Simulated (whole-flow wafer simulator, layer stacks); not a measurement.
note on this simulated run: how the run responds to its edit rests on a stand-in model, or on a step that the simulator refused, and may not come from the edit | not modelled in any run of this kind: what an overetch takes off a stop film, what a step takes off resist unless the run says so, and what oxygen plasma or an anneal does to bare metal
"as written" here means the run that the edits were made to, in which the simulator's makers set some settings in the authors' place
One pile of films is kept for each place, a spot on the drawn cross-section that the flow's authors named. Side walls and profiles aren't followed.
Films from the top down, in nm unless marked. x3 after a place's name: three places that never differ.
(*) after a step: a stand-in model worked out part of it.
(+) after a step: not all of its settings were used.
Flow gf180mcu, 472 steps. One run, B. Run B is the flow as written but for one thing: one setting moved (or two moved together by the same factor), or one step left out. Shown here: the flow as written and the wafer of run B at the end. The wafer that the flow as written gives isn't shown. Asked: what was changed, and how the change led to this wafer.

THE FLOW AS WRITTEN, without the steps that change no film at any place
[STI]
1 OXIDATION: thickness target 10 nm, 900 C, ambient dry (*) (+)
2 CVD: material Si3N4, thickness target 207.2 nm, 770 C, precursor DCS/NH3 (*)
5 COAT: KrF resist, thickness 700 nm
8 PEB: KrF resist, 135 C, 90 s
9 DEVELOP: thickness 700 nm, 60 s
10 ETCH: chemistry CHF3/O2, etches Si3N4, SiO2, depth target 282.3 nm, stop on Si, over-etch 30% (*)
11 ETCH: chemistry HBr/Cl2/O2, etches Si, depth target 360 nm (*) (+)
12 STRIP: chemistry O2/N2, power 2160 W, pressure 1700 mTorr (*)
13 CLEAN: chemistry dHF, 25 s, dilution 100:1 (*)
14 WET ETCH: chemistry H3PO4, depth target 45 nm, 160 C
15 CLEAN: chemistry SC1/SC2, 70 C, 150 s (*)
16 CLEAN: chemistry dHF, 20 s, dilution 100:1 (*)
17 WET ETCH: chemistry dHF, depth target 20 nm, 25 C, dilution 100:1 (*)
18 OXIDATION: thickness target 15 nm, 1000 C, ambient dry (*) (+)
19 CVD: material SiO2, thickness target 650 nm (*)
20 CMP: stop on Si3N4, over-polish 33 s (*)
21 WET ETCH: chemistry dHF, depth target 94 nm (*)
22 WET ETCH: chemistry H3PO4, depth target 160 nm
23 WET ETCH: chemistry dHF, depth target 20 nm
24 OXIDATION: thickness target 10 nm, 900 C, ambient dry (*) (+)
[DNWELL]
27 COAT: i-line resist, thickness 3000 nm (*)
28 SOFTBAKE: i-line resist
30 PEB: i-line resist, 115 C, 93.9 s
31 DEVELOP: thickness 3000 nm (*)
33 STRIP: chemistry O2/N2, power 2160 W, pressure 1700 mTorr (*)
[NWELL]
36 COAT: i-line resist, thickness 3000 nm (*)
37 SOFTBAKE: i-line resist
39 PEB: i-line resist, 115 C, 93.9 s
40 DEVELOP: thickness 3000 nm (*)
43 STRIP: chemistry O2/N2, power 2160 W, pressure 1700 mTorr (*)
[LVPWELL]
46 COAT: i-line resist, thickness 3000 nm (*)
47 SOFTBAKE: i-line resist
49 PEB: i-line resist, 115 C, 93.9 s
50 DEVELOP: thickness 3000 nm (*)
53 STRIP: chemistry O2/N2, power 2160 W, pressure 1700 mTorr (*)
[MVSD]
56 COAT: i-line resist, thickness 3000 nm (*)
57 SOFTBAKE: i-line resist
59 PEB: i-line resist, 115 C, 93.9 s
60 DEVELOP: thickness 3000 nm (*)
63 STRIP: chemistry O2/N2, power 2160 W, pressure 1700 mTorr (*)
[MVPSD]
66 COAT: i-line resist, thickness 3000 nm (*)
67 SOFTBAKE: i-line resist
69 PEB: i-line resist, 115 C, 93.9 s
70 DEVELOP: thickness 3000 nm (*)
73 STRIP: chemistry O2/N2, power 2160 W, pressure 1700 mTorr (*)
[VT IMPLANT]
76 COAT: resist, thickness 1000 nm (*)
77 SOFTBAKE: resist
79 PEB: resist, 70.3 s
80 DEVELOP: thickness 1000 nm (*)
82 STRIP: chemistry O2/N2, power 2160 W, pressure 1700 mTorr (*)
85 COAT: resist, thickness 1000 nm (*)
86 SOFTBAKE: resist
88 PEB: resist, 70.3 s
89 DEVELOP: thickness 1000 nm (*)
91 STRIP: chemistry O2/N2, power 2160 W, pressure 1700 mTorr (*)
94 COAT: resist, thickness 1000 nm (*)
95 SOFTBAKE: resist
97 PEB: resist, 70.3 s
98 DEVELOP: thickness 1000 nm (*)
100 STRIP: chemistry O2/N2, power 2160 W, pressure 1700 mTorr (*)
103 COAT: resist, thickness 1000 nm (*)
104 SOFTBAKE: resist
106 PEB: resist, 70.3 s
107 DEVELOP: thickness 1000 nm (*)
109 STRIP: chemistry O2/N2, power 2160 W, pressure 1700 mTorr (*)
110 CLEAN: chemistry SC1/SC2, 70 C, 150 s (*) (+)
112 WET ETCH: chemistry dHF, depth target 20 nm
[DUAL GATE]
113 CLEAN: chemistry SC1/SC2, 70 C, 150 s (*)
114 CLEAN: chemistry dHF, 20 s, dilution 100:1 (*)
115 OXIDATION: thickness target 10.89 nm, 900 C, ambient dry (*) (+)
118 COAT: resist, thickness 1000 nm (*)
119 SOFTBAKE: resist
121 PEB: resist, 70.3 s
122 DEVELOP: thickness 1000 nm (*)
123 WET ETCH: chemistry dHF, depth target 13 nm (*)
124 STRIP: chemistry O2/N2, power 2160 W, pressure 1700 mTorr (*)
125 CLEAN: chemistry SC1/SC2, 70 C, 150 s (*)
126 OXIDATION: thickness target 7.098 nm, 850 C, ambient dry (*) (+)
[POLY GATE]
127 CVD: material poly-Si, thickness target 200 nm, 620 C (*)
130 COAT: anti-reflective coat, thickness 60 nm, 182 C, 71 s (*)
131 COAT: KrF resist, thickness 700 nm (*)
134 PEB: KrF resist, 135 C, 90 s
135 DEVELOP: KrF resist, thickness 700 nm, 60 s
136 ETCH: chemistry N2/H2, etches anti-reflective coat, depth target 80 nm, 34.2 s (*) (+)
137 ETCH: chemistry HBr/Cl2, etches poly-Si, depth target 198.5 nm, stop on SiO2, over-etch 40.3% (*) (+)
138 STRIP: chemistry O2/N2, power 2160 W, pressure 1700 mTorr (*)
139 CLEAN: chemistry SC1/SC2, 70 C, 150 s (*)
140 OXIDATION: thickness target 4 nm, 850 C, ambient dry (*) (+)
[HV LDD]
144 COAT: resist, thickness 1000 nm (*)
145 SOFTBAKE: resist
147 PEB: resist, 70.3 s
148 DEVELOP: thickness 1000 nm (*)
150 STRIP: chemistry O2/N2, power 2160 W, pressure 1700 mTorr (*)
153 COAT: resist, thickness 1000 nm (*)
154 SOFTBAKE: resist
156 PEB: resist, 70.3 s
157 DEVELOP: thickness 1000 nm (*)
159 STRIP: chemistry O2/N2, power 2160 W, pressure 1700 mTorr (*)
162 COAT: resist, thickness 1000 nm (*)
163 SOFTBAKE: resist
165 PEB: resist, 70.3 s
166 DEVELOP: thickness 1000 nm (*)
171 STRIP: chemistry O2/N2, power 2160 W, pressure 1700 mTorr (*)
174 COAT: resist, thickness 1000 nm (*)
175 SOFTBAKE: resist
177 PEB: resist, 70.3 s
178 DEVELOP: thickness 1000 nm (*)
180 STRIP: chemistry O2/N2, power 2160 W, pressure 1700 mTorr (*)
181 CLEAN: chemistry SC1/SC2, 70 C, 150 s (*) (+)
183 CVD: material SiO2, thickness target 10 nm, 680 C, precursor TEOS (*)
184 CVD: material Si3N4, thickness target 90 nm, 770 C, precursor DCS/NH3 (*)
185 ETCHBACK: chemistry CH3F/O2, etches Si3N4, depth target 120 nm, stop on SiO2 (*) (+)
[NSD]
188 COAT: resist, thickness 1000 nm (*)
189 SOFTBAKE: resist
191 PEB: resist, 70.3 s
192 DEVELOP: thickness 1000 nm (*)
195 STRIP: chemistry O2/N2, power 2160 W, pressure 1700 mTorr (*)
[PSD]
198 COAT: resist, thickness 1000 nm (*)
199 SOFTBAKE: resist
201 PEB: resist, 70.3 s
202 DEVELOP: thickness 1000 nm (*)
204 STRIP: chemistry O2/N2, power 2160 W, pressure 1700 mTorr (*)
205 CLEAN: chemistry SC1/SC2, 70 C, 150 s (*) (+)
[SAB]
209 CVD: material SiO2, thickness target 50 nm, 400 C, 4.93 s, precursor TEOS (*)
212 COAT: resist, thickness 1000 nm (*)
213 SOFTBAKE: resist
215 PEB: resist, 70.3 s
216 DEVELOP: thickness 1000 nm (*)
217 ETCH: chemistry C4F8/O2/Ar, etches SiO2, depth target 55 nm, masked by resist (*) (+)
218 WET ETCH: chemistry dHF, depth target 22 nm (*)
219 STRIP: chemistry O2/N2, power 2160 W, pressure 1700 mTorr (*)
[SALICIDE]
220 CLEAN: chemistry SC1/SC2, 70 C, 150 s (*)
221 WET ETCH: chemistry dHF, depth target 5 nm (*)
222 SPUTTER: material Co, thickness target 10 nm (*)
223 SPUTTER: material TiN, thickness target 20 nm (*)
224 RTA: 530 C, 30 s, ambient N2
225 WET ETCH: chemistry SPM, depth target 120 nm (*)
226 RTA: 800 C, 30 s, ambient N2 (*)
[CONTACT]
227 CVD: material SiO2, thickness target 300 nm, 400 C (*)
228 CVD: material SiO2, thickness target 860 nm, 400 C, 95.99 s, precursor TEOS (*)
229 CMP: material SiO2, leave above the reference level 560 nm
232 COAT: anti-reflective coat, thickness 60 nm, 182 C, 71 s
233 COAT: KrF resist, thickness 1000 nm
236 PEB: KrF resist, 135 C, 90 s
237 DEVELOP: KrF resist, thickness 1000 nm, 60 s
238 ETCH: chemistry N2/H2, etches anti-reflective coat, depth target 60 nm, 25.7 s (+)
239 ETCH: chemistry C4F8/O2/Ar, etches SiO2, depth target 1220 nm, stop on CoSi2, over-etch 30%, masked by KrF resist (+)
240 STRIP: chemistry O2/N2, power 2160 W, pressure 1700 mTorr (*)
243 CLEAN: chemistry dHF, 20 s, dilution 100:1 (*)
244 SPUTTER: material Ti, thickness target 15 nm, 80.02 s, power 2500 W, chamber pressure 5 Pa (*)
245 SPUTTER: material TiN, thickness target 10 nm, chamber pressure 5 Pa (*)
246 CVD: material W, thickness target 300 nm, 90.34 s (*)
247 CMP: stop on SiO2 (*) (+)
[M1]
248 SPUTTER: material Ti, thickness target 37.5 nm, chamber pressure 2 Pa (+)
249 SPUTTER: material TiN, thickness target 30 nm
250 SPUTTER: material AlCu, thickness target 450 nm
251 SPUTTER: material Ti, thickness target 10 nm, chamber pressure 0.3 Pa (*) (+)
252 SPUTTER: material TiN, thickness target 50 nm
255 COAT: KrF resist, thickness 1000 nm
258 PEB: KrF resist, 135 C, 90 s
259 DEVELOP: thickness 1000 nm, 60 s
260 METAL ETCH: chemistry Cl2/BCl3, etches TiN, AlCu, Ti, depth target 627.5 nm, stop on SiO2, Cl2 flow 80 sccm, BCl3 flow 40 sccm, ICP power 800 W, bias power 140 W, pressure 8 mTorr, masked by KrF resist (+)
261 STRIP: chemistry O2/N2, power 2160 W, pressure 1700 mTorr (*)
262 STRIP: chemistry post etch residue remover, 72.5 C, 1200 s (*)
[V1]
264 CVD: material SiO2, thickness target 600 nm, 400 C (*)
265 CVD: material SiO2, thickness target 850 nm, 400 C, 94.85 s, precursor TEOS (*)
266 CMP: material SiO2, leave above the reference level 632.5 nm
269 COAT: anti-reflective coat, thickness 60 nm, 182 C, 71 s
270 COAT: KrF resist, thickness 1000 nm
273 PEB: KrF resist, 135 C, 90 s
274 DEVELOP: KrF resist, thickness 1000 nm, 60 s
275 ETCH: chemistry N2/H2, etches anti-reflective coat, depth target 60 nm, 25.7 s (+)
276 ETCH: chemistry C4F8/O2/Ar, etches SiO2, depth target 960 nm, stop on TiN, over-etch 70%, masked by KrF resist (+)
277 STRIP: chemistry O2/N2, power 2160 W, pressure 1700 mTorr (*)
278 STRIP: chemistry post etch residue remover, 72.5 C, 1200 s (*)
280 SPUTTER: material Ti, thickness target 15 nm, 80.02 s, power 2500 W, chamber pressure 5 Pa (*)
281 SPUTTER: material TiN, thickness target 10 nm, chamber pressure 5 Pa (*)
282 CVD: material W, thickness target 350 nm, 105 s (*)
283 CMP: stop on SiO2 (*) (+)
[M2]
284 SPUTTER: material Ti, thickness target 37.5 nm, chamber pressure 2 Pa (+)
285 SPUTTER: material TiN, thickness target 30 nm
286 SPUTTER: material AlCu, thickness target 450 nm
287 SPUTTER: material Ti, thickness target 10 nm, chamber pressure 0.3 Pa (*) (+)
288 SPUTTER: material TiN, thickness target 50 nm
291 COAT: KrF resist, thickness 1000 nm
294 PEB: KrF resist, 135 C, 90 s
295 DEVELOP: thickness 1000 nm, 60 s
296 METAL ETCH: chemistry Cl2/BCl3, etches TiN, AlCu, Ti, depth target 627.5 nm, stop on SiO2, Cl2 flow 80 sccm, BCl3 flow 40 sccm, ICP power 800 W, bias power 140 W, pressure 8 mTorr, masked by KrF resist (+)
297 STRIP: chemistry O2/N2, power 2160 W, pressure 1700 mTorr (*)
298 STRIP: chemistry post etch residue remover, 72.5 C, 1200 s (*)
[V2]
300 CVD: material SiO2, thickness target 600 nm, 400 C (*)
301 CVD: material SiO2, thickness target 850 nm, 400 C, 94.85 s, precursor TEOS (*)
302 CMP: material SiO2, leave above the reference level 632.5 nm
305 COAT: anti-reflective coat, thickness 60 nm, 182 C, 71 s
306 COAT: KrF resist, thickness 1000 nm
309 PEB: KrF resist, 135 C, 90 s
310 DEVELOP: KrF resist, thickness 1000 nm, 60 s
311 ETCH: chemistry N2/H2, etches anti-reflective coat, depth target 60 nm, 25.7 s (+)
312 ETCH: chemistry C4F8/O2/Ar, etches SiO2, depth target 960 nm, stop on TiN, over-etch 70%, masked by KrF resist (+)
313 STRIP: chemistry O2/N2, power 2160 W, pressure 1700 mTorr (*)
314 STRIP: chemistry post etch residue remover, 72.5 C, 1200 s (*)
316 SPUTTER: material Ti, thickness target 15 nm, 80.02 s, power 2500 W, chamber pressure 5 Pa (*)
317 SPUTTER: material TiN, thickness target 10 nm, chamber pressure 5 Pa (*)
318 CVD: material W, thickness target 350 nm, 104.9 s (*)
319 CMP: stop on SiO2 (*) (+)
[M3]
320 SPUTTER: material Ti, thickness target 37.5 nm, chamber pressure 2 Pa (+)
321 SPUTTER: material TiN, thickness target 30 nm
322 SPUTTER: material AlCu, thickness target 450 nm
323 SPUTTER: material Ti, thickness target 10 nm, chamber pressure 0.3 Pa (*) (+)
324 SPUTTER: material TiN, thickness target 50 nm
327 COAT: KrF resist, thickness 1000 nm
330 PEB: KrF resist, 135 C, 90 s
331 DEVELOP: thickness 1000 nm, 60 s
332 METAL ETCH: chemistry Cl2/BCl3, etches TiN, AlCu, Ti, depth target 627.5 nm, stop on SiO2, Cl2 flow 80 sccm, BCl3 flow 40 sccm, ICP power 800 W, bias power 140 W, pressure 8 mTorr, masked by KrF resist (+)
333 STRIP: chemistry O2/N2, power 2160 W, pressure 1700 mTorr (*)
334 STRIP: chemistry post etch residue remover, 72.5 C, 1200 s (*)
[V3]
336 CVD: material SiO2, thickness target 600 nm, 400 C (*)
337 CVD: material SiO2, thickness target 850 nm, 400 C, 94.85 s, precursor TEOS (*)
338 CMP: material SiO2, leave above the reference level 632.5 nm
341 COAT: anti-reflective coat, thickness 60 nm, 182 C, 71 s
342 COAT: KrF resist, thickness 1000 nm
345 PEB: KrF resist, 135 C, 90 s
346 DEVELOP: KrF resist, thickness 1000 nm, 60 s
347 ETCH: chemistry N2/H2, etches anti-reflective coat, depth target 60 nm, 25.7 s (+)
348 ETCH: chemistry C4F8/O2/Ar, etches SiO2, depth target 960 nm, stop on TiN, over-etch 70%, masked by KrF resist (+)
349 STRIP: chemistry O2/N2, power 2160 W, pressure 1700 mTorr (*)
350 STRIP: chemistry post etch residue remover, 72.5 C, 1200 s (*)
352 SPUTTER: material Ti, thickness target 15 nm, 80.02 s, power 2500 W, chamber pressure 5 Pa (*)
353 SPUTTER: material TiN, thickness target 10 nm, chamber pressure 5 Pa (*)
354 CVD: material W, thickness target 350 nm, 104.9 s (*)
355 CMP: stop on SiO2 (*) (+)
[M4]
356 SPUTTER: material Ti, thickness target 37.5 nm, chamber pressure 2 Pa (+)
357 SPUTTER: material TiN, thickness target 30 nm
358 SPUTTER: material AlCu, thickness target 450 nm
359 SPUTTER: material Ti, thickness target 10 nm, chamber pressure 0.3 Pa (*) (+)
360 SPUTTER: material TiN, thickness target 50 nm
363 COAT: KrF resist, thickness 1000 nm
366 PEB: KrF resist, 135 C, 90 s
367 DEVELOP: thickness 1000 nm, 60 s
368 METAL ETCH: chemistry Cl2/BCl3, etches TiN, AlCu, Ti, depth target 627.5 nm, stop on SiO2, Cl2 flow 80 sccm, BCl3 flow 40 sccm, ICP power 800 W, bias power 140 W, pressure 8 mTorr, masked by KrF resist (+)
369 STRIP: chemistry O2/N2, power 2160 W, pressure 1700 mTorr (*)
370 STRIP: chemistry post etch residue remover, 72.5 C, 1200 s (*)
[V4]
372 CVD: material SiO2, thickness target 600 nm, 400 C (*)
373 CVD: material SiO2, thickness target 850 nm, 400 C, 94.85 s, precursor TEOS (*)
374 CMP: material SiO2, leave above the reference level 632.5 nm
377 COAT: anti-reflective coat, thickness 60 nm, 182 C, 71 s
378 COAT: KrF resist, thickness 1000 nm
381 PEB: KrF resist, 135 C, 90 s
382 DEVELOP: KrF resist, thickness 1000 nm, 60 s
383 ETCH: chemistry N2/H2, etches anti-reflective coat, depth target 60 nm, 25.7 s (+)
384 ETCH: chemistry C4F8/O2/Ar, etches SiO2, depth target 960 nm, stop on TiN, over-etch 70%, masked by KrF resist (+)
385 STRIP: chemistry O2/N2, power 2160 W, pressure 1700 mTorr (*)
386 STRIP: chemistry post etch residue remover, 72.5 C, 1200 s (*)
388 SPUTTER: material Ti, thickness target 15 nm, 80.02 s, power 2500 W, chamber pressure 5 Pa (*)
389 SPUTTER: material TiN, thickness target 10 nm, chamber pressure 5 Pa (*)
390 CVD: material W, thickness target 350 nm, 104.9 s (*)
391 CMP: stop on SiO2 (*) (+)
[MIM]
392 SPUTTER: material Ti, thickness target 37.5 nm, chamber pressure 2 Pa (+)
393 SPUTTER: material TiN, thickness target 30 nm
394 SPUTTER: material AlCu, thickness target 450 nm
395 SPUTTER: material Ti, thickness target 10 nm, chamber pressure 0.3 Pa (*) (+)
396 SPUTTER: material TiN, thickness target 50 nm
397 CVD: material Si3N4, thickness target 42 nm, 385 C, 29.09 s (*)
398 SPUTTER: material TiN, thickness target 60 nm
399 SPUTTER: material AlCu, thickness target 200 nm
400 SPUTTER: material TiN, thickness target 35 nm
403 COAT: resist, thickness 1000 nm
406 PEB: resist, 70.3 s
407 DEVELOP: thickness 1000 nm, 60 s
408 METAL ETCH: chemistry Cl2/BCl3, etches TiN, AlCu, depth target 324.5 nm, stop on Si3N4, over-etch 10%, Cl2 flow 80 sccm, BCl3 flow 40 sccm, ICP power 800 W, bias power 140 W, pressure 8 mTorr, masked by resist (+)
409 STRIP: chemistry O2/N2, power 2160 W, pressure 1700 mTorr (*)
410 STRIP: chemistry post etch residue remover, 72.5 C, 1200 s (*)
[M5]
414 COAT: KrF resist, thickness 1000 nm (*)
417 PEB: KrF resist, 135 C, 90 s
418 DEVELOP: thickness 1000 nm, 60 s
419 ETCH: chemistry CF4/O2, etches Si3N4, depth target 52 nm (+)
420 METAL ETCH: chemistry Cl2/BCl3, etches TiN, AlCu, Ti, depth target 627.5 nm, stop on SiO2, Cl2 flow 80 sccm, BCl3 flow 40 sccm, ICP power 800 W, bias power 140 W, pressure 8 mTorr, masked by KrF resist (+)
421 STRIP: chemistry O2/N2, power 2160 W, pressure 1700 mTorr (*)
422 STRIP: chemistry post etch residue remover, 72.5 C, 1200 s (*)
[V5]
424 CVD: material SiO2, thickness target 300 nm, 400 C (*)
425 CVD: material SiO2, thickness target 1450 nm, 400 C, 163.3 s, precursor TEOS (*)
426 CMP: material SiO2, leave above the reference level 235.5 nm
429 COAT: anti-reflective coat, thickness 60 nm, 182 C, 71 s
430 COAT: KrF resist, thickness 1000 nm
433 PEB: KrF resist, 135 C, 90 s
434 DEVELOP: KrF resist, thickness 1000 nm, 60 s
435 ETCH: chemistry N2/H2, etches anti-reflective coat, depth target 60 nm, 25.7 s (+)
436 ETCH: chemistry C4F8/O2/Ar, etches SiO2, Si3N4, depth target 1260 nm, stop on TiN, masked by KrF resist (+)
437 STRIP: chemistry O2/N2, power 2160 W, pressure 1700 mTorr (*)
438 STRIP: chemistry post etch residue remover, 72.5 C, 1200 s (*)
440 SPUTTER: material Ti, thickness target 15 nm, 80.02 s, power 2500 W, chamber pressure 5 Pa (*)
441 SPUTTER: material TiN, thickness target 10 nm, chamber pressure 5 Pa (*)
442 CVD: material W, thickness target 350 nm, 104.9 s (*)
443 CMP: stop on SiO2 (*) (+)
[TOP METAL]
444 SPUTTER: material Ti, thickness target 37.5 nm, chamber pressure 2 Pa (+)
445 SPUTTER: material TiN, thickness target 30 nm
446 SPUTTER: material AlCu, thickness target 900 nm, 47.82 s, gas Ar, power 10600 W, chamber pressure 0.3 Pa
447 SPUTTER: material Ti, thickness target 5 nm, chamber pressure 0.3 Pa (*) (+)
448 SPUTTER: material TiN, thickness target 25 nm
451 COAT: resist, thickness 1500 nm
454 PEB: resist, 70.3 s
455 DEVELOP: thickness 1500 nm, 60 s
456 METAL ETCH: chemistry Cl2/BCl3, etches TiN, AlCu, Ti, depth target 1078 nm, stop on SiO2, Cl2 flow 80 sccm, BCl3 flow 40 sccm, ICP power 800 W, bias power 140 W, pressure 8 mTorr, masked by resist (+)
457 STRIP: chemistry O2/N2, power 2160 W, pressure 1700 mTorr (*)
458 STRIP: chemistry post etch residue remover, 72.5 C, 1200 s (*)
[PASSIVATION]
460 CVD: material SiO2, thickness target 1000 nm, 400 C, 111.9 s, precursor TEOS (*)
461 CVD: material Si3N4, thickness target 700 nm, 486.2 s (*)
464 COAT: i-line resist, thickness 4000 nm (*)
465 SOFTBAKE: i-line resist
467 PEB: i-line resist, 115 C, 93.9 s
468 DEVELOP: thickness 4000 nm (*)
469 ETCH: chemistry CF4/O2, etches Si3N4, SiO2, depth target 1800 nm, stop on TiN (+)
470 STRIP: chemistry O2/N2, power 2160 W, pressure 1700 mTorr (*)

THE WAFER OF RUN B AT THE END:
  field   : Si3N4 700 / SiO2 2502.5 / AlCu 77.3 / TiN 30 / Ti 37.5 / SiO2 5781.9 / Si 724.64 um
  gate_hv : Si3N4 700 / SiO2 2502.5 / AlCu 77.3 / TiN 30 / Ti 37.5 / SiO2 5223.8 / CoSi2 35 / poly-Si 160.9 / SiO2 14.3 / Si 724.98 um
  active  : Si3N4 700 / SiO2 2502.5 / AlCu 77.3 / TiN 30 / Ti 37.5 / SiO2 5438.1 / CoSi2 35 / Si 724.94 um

The cause: step 394, SPUTTER: thickness target 652 nm was run, where the flow has thickness target 450 nm.

How the change led to this, step by step:
  394 SPUTTER: material AlCu, thickness target 450 nm
      field, field__w1, field__w2 and 108 more: AlCu +652 (new film) (as written it would be: AlCu +450 (new film))
  420 METAL ETCH: chemistry Cl2/BCl3, etches TiN, AlCu, Ti, depth target 627.5 nm, stop on SiO2, Cl2 flow 80 sccm, BCl3 flow 40 sccm, ICP power 800 W, bias power 140 W, pressure 8 mTorr, masked by KrF resist (+)
      field, field__w1, field__w2 and 101 more: TiN -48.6 (all of it), Ti -10 (all of it), AlCu -568.9 (as written it would be: TiN -48.6 (all of it), Ti -10 (all of it), AlCu -450 (all of it), TiN -30 (all of it), Ti -37.5 (all of it))
  422 STRIP: chemistry post etch residue remover, 72.5 C, 1200 s (*)
      field, field__w1, field__w2 and 101 more: AlCu -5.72 (as written it would be: nothing)
  424 CVD: material SiO2, thickness target 300 nm, 400 C (*)
      field, field__w1, field__w2 and 101 more: SiO2 +300 (new film) (as written it would be: SiO2 +300)
  426 CMP: material SiO2, leave above the reference level 235.5 nm
      field, field__w1, field__w5 and 92 more: SiO2 -243.7 (as written it would be: SiO2 -300.8)
      field__w2, field__w3, field__w12 and 6 more: SiO2 -212.9 (as written it would be: SiO2 -272.7)
Counting metal films that touch as one body, field has 1 body; the flow as written gives 0 bodies.
Counting metal films that touch as one body, gate_hv has 2 bodies (between them, from the top down: SiO2 5223.8); the flow as written gives 1 body.
Counting metal films that touch as one body, active has 2 bodies (between them, from the top down: SiO2 5438.1); the flow as written gives 1 body.
